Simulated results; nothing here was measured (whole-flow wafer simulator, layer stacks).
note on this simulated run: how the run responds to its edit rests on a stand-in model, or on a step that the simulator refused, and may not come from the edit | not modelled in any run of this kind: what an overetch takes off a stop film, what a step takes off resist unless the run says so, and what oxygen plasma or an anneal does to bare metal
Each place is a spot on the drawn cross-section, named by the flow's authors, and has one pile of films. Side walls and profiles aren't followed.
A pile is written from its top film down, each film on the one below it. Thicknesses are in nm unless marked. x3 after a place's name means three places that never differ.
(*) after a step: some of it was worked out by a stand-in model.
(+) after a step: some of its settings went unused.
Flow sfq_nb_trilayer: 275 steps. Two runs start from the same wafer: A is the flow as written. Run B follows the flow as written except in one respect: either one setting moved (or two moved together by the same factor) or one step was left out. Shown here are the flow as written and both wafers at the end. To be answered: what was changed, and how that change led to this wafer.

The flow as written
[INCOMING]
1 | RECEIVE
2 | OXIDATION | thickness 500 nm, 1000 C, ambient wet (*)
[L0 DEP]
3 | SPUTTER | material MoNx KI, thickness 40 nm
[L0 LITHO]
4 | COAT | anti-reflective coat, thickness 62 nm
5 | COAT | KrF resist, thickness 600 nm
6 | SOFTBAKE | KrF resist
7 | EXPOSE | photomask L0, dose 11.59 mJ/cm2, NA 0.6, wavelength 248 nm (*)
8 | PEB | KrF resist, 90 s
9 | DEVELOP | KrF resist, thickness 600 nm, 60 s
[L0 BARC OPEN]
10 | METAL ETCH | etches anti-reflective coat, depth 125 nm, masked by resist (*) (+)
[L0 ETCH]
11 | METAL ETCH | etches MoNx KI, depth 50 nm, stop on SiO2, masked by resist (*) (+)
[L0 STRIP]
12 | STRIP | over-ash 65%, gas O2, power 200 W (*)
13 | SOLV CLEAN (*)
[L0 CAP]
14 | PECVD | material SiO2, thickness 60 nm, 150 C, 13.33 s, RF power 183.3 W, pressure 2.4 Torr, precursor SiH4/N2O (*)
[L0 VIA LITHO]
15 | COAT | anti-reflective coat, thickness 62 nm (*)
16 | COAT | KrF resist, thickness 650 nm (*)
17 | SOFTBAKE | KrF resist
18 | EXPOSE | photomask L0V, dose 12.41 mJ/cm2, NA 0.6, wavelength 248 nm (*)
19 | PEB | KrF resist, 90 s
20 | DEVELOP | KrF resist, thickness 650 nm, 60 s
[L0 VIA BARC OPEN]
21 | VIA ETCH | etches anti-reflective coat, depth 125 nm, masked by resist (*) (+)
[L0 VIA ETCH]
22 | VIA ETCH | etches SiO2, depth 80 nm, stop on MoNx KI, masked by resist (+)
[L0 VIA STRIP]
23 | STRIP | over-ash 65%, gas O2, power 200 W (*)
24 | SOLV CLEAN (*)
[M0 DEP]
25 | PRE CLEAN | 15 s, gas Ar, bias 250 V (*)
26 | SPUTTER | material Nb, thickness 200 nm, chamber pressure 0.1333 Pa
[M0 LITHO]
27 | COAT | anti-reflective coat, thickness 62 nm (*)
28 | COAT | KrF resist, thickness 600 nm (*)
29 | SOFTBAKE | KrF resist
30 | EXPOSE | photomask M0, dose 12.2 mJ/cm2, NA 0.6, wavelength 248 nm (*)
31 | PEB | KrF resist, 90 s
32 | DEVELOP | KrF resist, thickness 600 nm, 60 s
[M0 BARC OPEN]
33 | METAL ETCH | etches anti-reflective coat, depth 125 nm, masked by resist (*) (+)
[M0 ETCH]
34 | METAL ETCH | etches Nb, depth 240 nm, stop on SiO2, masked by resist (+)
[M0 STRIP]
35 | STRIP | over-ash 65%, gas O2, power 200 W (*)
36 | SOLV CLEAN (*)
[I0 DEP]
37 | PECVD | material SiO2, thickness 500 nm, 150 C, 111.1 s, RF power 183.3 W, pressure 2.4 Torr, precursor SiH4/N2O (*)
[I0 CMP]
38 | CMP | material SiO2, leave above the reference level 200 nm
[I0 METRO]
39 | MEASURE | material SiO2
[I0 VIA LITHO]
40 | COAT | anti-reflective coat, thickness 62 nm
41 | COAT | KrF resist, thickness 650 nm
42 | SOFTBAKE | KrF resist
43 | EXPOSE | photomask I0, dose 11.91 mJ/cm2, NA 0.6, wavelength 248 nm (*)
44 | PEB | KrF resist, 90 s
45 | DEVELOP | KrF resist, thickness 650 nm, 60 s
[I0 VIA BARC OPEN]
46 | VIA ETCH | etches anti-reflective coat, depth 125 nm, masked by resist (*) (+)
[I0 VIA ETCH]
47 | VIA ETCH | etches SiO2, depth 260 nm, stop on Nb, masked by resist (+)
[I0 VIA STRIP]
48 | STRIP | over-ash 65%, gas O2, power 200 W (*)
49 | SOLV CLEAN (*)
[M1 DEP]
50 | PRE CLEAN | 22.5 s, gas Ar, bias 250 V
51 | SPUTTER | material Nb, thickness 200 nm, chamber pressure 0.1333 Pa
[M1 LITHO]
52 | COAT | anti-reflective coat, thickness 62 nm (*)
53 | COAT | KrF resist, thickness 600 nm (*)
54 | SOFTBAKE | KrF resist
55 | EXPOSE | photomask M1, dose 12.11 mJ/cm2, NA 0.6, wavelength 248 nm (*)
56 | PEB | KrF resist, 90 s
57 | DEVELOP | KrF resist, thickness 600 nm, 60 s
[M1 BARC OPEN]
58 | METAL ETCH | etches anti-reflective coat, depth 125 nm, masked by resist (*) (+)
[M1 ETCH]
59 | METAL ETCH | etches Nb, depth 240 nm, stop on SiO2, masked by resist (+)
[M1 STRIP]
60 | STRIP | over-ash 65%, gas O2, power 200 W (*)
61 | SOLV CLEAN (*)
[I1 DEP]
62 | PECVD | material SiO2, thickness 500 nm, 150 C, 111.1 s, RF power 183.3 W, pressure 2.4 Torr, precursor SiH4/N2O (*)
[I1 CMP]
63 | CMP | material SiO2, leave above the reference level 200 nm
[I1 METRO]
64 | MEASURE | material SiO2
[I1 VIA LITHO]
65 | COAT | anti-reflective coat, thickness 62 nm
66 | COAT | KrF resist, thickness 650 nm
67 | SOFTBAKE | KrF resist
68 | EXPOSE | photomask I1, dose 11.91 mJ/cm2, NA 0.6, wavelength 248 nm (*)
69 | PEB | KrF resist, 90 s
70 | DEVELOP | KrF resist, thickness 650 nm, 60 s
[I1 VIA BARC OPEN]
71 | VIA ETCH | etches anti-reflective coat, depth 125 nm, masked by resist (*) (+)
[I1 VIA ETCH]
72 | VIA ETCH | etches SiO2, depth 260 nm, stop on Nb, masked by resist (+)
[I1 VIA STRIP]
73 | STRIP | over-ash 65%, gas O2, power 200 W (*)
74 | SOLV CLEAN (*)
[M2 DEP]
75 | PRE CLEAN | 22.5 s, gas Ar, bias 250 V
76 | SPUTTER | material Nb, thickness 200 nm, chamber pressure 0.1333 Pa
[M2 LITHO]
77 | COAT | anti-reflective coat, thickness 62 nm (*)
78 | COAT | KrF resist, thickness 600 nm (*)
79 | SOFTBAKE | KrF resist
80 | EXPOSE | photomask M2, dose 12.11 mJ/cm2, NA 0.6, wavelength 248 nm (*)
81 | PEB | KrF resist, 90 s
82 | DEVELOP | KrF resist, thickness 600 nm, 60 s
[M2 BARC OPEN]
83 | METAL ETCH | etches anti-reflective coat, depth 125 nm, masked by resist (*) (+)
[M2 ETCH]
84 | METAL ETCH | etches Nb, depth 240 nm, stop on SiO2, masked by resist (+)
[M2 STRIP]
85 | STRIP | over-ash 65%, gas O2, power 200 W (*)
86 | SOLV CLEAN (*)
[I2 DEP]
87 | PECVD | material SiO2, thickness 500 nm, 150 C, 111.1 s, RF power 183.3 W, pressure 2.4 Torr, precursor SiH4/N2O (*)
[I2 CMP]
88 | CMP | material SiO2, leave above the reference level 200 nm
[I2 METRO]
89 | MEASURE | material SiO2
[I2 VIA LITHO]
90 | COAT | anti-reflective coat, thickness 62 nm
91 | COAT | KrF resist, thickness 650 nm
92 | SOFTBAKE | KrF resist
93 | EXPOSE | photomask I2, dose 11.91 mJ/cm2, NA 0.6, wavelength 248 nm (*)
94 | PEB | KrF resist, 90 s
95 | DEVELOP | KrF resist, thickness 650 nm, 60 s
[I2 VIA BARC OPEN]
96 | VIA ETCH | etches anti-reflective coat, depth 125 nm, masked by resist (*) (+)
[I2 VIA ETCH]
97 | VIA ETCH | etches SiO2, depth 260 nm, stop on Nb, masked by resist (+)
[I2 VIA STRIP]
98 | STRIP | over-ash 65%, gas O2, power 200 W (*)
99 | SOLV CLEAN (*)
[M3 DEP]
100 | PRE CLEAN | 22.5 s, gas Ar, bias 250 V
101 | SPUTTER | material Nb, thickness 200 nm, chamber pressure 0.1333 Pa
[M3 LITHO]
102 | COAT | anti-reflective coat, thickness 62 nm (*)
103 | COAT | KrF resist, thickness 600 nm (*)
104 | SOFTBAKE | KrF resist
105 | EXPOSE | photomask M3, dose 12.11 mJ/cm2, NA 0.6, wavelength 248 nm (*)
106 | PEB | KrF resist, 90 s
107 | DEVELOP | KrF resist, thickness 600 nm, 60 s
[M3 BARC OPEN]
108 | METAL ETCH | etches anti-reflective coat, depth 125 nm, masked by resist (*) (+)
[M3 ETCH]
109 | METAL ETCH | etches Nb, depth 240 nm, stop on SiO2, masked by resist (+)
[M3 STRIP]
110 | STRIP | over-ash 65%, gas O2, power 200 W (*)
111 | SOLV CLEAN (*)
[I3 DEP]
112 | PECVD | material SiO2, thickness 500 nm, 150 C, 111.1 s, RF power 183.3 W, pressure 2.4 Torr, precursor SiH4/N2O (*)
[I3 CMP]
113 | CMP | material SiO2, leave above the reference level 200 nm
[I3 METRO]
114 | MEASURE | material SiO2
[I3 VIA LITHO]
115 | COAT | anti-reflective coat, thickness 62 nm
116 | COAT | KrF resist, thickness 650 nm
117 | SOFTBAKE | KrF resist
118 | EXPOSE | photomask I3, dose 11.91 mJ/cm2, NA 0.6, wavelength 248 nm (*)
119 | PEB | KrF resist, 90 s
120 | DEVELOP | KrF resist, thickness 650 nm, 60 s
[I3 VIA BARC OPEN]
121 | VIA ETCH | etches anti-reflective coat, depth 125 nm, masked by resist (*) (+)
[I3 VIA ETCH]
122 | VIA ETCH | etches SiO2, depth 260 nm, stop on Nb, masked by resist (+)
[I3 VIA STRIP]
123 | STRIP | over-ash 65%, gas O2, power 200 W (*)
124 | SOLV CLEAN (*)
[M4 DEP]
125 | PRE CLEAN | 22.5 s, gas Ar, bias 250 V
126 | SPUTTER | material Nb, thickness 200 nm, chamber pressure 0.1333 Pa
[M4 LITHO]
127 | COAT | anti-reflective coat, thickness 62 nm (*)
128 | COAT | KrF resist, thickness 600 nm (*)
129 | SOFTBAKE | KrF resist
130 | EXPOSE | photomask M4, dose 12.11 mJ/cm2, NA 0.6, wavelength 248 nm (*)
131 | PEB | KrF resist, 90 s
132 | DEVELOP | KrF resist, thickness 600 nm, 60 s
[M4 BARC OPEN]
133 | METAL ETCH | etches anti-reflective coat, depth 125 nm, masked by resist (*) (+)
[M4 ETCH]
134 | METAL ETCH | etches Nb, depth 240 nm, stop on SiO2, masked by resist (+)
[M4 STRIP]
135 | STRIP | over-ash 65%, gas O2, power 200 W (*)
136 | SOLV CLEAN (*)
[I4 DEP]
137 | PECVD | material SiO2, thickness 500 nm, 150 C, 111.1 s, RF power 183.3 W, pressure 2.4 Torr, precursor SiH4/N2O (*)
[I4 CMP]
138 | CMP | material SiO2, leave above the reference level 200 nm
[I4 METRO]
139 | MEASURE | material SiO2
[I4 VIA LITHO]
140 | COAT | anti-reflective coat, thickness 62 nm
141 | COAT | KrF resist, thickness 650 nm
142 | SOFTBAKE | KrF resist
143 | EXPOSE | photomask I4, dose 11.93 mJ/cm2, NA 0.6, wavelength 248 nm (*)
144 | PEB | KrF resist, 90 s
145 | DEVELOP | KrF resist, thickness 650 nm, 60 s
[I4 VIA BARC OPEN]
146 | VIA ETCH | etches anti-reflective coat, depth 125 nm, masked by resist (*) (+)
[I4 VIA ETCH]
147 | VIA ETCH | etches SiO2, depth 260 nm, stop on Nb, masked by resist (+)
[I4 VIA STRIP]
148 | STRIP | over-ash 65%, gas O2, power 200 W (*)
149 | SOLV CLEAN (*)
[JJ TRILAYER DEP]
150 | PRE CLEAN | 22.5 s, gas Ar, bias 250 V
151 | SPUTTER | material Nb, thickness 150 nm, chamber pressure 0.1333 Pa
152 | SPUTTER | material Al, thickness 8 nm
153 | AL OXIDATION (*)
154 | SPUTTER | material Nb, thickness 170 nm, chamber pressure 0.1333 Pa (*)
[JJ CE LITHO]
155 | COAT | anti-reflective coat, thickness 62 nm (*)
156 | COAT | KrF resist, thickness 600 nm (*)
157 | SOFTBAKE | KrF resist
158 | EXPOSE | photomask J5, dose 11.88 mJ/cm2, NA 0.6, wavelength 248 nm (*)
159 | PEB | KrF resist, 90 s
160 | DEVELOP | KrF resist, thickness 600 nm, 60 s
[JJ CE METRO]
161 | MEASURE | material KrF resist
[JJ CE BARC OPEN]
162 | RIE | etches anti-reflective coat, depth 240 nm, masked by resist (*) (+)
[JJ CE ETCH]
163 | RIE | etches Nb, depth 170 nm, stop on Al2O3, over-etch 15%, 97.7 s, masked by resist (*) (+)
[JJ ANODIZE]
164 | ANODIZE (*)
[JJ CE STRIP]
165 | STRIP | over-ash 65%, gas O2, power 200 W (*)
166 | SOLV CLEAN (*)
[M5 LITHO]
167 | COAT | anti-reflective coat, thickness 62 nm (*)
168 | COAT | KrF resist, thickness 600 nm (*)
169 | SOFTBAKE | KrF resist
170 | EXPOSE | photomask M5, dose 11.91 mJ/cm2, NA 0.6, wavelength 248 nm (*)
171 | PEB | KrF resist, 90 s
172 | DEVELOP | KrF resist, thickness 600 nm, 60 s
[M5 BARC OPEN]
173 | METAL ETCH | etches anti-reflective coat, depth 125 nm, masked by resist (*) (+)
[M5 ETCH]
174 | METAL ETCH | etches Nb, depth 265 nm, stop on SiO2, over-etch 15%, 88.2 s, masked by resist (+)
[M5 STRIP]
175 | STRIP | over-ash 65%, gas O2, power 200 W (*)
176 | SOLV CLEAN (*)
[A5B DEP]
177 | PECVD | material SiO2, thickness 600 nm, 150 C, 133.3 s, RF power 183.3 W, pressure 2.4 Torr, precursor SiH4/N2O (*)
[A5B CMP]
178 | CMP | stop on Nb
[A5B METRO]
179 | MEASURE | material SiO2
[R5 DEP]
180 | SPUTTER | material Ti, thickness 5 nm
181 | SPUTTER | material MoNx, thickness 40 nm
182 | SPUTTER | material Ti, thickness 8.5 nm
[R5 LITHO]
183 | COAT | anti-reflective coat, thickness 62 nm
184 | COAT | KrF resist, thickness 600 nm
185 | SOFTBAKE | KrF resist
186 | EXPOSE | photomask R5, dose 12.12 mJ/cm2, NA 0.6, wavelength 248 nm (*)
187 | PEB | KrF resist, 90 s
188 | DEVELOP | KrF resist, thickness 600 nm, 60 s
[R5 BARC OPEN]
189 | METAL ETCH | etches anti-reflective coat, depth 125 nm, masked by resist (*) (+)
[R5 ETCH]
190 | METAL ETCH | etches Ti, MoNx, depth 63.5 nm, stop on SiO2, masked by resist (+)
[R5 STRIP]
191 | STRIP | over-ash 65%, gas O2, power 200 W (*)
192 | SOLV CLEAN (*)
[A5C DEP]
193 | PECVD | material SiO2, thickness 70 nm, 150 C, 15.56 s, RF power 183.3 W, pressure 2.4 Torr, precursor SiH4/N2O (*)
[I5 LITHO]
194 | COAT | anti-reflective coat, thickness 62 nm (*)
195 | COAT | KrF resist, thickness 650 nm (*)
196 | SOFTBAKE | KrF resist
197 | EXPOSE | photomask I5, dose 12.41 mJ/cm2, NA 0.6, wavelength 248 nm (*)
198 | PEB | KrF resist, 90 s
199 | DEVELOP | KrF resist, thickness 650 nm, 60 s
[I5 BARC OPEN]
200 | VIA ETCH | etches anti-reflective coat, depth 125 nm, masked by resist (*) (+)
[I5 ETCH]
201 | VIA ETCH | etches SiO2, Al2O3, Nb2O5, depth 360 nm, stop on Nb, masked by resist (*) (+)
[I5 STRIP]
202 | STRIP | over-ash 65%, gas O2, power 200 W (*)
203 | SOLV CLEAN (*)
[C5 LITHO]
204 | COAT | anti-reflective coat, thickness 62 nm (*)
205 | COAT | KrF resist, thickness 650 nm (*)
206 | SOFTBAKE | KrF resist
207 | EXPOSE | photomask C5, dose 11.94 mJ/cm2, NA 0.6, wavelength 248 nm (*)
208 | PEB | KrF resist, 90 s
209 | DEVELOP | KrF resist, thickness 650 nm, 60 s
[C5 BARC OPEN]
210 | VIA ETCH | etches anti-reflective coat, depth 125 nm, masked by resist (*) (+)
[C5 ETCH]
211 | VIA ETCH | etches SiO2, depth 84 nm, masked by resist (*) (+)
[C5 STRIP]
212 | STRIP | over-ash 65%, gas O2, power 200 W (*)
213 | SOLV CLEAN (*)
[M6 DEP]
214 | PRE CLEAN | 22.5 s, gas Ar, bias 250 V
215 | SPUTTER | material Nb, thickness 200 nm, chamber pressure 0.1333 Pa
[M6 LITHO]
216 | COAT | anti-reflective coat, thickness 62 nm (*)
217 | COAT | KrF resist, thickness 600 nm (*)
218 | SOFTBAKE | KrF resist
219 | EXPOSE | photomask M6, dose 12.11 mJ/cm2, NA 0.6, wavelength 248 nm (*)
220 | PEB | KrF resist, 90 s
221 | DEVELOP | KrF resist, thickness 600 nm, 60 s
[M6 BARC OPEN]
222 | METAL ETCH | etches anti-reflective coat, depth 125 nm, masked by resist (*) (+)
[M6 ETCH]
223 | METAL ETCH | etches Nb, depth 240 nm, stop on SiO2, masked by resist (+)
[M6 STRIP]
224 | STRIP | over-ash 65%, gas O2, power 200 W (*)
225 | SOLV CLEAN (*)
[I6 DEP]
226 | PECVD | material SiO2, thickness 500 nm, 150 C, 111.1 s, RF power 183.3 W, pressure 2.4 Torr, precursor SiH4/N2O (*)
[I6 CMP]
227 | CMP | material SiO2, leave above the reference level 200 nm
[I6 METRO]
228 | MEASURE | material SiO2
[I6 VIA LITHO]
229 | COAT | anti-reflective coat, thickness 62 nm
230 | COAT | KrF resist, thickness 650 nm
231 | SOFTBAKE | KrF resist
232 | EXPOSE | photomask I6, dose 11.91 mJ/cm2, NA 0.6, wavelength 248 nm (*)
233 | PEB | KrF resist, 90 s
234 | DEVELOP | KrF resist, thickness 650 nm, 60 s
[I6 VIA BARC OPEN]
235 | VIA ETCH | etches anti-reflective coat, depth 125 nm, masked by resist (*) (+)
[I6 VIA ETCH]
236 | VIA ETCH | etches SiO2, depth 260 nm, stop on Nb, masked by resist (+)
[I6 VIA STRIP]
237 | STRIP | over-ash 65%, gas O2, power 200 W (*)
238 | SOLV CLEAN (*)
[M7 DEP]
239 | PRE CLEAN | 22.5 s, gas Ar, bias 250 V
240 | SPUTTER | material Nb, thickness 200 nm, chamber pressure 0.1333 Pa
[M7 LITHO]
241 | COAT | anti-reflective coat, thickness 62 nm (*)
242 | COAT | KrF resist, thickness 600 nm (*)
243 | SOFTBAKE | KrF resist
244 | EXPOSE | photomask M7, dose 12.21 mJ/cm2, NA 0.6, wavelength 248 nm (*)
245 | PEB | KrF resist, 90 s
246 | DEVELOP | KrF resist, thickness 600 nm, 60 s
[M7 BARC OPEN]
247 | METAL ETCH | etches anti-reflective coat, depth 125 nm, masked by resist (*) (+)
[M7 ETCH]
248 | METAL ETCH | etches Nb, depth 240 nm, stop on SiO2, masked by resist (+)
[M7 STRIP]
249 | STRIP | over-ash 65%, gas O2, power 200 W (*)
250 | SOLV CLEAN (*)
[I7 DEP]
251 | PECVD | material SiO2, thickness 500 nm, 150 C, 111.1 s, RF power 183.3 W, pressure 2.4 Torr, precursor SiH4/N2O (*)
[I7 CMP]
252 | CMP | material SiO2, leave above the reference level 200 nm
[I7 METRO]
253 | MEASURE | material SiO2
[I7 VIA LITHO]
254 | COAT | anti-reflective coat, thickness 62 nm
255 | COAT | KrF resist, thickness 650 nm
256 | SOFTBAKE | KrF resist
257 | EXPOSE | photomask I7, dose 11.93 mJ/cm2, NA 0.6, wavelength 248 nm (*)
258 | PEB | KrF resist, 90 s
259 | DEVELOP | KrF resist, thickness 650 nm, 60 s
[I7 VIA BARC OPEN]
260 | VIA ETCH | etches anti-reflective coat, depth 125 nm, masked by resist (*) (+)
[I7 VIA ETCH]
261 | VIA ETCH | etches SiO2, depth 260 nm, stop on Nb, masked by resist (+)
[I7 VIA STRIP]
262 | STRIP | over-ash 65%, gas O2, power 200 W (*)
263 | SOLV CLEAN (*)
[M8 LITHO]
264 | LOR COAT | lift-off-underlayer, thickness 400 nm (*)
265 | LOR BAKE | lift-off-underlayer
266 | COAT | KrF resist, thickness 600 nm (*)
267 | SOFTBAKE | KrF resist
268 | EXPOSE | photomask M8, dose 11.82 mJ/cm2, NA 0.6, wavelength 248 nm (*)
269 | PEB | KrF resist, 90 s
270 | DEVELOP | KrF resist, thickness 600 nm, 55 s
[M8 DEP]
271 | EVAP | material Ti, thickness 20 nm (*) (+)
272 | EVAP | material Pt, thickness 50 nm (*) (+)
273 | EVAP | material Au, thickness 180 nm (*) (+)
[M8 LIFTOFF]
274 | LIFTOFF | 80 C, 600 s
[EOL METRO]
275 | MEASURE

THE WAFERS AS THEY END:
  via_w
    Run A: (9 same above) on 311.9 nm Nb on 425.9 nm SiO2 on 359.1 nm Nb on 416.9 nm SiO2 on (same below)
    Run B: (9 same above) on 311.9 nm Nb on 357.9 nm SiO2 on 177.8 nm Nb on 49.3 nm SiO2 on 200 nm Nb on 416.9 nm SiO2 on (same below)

What caused this: step 97, VIA ETCH: depth 143 nm was run, whereas the flow has depth 260 nm.

How this came from the change, step by step:
  97 | VIA ETCH | etches SiO2, depth 260 nm, stop on Nb, masked by resist (+)
      via_w: A SiO2 loses 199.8 (all of it) | B SiO2 loses 143
      field_l, v_sur, via_wl and 102 more: A KrF resist loses 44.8 | B KrF resist loses 24.7
  98 | STRIP | over-ash 65%, gas O2, power 200 W (*)
      field_l, v_sur, via_wl and 102 more: A KrF resist loses 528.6 (all of it), anti-reflective coat loses 62 (all of it) | B KrF resist loses 548.8 (all of it), anti-reflective coat loses 62 (all of it)
  100 | PRE CLEAN | 22.5 s, gas Ar, bias 250 V
      via_w: A Nb loses 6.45 | B SiO2 loses 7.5
  101 | SPUTTER | material Nb, thickness 200 nm, chamber pressure 0.1333 Pa
      via_w: A Nb gains 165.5 | B Nb gains 177.8 (new film)
  102 | COAT | anti-reflective coat, thickness 62 nm (*)
      via_wl: A anti-reflective coat gains 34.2 (new film) | B anti-reflective coat gains 35.9 (new film)
      via_w: A anti-reflective coat gains 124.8 (new film) | B anti-reflective coat gains 111.5 (new film)
  103 | COAT | KrF resist, thickness 600 nm (*)
      via_w: A KrF resist gains 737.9 (new film) | B KrF resist gains 692 (new film)
  110 | STRIP | over-ash 65%, gas O2, power 200 W (*)
      via_wl: A KrF resist loses 384.2 (all of it), anti-reflective coat loses 34.2 (all of it) | B KrF resist loses 389.3 (all of it), anti-reflective coat loses 35.9 (all of it)
      via_w: A KrF resist loses 520 (all of it), anti-reflective coat loses 124.8 (all of it) | B KrF resist loses 474.2 (all of it), anti-reflective coat loses 111.5 (all of it)
  112 | PECVD | material SiO2, thickness 500 nm, 150 C, 111.1 s, RF power 183.3 W, pressure 2.4 Torr, precursor SiH4/N2O (*)
      via_w: A SiO2 gains 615 (new film) | B SiO2 gains 522.4 (new film)
  113 | CMP | material SiO2, leave above the reference level 200 nm
      via_w: A SiO2 loses 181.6 | B SiO2 loses 157.1
If metal films that touch count as one body, via_w has 6 bodies (between them, from the top down: SiO2 192.5; SiO2 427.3 / Al2O3 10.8 / Nb2O5 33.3; SiO2 357.9; SiO2 49.3; SiO2 416.9); the flow as written gives 5 bodies (between them, from the top down: SiO2 192.5; SiO2 427.3 / Al2O3 10.8 / Nb2O5 33.3; SiO2 425.9; SiO2 416.9).
